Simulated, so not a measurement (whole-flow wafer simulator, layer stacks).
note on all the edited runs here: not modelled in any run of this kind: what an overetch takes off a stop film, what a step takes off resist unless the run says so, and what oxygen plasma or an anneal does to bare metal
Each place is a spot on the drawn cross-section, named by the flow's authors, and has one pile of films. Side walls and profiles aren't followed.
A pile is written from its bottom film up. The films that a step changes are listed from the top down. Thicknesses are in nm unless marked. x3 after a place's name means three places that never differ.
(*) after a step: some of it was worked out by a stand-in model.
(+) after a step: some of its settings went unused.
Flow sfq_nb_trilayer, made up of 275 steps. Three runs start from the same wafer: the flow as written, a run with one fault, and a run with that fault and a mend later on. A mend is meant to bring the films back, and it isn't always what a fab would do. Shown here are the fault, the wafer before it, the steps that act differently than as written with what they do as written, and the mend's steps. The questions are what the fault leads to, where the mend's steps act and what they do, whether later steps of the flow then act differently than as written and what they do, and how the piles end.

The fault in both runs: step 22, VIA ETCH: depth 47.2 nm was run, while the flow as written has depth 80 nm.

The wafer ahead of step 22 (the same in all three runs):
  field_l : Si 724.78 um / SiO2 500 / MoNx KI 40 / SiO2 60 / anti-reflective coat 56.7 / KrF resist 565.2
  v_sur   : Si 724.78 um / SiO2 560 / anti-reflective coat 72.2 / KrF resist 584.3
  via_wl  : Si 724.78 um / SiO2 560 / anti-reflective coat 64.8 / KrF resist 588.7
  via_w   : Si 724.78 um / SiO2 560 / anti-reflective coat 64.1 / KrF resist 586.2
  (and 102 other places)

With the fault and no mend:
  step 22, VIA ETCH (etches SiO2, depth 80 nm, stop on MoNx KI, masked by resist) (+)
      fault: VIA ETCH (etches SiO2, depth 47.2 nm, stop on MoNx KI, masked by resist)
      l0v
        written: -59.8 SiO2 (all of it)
        fault: -47.2 SiO2
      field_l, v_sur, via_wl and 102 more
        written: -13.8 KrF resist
        fault: -8.14 KrF resist
  Later steps of the flow acting differently than as written (5 other steps are not shown; they differ only slightly, by no more than 2% or 0.5 nm, whichever is larger):
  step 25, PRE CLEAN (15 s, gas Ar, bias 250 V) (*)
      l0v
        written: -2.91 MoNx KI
        fault: -5 SiO2
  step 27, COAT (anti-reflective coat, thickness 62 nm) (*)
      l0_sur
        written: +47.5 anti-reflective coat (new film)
        fault: +48.7 anti-reflective coat (new film)
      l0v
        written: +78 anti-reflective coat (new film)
        fault: +74.8 anti-reflective coat (new film)
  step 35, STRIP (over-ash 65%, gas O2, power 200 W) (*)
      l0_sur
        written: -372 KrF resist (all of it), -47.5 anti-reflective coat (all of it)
        fault: -372.6 KrF resist (all of it), -48.7 anti-reflective coat (all of it)
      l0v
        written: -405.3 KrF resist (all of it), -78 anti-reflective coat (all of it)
        fault: -398.7 KrF resist (all of it), -74.8 anti-reflective coat (all of it)
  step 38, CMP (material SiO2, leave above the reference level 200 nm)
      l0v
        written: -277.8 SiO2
        fault: -290.1 SiO2
  The piles end different from the flow's at l0v by more than 2% or 0.5 nm, whichever is larger.
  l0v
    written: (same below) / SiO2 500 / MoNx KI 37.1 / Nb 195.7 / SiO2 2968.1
    fault: (same below) / SiO2 500 / MoNx KI 40 / SiO2 7.65 / Nb 197.4 / SiO2 2955.8

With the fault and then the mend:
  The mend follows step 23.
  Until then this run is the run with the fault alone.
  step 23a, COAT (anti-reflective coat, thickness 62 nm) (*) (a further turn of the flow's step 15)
      p4_fl x3, p4_w1 x9, p4_g1 x2 and 59 more
        +62 anti-reflective coat (new film)
      jj_sur, ce_l, c5j and 6 more
        +63.6 anti-reflective coat (new film)
      be, be_sur, gap, moat, field_r, lsp_l
        +63.7 anti-reflective coat (new film)
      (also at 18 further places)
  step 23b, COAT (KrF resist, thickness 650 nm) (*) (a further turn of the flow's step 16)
      p4_fl x3, p4_w1 x9, p4_g1 x2 and 59 more
        +650 KrF resist (new film)
      jj_sur, ce_l, c5j, res, r_end
        +656.8 KrF resist (new film)
      ce_r, sp_r, be_r, r_sur
        +656.7 KrF resist (new film)
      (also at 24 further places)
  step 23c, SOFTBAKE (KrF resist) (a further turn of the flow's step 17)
      leaves every film unchanged at each place that is followed
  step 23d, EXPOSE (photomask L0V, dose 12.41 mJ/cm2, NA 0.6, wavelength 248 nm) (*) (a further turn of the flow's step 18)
      leaves every film unchanged at each place that is followed
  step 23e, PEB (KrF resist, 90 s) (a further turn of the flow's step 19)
      p4_fl x3, p4_w1 x9, p4_g1 x2 and 59 more
        -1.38 KrF resist
      via_v, wire, be and 17 more
        -1.39 KrF resist
      v_sur, via_w, via_wr, via_sp, ln_m6
        -1.4 KrF resist
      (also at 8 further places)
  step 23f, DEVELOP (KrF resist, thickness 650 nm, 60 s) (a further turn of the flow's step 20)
      field_l, v_sur, via_wl and 102 more
        -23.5 KrF resist
      l0v
        -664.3 KrF resist (all of it)
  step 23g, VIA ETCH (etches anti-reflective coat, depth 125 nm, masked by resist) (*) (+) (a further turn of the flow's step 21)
      field_l, v_sur, via_wl and 102 more
        -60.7 KrF resist
      l0v
        -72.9 anti-reflective coat (all of it), -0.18 SiO2
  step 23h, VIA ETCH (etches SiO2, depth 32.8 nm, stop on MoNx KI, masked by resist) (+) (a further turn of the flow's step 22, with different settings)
      field_l, v_sur, via_wl and 102 more
        -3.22 KrF resist
      l0v
        -12.5 SiO2 (all of it)
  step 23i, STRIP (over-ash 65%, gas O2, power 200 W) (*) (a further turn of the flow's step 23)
      p4_fl x3, p4_w1 x9, p4_g1 x2 and 59 more
        -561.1 KrF resist (all of it), -62 anti-reflective coat (all of it)
      jj_sur, ce_l, c5j, ce_r, sp_r, be_r, r_sur, res
        -567.9 KrF resist (all of it), -63.6 anti-reflective coat (all of it)
      l0r_line_l, l0r_line_c, l0r_line_r
        -557.2 KrF resist (all of it), -59 anti-reflective coat (all of it)
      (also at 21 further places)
  Later steps of the flow that are run all act as written at every place that is followed.
  At every place that both follow, the piles at the end match the flow's.
